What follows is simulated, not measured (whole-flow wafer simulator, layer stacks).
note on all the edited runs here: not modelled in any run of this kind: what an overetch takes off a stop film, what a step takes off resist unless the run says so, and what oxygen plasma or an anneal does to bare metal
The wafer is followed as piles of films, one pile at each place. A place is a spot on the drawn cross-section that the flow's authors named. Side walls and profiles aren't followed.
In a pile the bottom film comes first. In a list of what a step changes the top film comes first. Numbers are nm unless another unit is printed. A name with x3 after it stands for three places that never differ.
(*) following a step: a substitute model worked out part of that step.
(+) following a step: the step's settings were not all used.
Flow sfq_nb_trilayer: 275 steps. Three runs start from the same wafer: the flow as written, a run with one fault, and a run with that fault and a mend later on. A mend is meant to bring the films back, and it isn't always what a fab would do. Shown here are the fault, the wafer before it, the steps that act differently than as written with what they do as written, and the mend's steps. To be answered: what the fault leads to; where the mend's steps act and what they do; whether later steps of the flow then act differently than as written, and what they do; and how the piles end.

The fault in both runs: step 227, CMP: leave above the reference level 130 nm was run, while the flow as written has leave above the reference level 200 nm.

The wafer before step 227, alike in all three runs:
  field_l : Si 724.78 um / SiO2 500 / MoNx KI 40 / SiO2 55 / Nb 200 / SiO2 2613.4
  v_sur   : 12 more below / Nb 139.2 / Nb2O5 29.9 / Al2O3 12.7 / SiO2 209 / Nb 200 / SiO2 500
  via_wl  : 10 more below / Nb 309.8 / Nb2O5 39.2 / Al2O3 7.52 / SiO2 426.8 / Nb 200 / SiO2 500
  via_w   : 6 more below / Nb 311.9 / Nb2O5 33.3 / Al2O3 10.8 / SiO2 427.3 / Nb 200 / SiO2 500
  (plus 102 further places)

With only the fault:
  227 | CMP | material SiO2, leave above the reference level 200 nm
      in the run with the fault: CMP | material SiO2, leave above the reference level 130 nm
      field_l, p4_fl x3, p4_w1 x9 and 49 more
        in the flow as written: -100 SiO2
        in the run with the fault: -170 SiO2
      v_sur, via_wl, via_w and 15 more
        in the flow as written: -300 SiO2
        in the run with the fault: -370 SiO2
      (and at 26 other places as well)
  Steps further on in the flow that do not act as written (3 other steps are not shown; they differ only slightly, by no more than 2% or 0.5 nm, whichever is larger):
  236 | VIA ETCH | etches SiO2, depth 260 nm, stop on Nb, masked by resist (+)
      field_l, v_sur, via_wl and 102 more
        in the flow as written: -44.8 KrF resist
        in the run with the fault: -33.6 KrF resist
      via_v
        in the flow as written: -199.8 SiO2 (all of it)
        in the run with the fault: -129.8 SiO2 (all of it)
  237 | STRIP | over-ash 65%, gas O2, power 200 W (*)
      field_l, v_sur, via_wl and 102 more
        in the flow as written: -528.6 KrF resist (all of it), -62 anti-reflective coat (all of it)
        in the run with the fault: -539.9 KrF resist (all of it), -62 anti-reflective coat (all of it)
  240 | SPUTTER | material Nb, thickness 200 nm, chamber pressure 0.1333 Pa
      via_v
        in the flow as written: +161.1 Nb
        in the run with the fault: +178.2 Nb
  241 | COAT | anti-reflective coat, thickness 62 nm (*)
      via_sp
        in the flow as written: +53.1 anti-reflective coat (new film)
        in the run with the fault: +54.3 anti-reflective coat (new film)
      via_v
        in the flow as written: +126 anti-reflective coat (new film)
        in the run with the fault: +109.2 anti-reflective coat (new film)
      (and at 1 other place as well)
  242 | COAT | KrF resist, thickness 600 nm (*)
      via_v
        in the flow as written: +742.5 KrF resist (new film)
        in the run with the fault: +683.8 KrF resist (new film)
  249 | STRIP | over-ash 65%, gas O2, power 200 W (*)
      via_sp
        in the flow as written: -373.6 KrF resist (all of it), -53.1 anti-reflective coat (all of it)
        in the run with the fault: -378.5 KrF resist (all of it), -54.3 anti-reflective coat (all of it)
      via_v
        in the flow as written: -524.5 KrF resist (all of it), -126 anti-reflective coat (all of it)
        in the run with the fault: -466 KrF resist (all of it), -109.2 anti-reflective coat (all of it)
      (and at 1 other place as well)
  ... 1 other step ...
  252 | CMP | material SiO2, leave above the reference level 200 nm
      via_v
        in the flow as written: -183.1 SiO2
        in the run with the fault: -157.1 SiO2
  The piles end different from the flow's at field_l, v_sur, via_wl and 103 more by more than 2% or 0.5 nm, whichever is larger.
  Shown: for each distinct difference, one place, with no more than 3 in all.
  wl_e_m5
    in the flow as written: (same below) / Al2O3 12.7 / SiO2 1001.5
    in the run with the fault: (same below) / Al2O3 12.7 / SiO2 931.5
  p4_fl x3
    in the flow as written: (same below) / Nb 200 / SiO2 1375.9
    in the run with the fault: (same below) / Nb 200 / SiO2 1305.9
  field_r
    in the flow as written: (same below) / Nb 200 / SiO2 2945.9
    in the run with the fault: (same below) / Nb 200 / SiO2 2875.9

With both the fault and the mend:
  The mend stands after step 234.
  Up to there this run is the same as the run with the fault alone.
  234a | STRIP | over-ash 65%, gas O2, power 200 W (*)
      field_l, v_sur, via_wl and 102 more
        -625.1 KrF resist (all of it), -62 anti-reflective coat (all of it)
      via_v
        -62 anti-reflective coat (all of it)
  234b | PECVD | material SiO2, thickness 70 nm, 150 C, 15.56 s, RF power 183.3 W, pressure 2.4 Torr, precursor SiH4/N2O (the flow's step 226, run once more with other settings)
      field_l, v_sur, via_wl and 103 more
        +70 SiO2
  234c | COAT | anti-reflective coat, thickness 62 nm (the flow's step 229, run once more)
      field_l, v_sur, via_wl and 103 more
        +62 anti-reflective coat (new film)
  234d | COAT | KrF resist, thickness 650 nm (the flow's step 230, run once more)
      field_l, v_sur, via_wl and 103 more
        +650 KrF resist (new film)
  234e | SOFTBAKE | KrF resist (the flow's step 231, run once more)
      leaves every film unchanged at each place that is followed
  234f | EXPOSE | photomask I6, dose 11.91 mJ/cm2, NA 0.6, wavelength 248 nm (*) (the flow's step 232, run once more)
      leaves every film unchanged at each place that is followed
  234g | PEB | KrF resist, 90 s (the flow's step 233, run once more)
      field_l, v_sur, via_wl and 103 more
        -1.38 KrF resist
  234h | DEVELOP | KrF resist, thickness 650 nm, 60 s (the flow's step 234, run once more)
      field_l, v_sur, via_wl and 102 more
        -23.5 KrF resist
      via_v
        -648.6 KrF resist (all of it)
  Later steps of the flow that are run all act as written at every place that is followed, up to a difference of at most 2% or 0.5 nm, whichever is larger.
  The piles end the same as the flow's at every place that both follow.
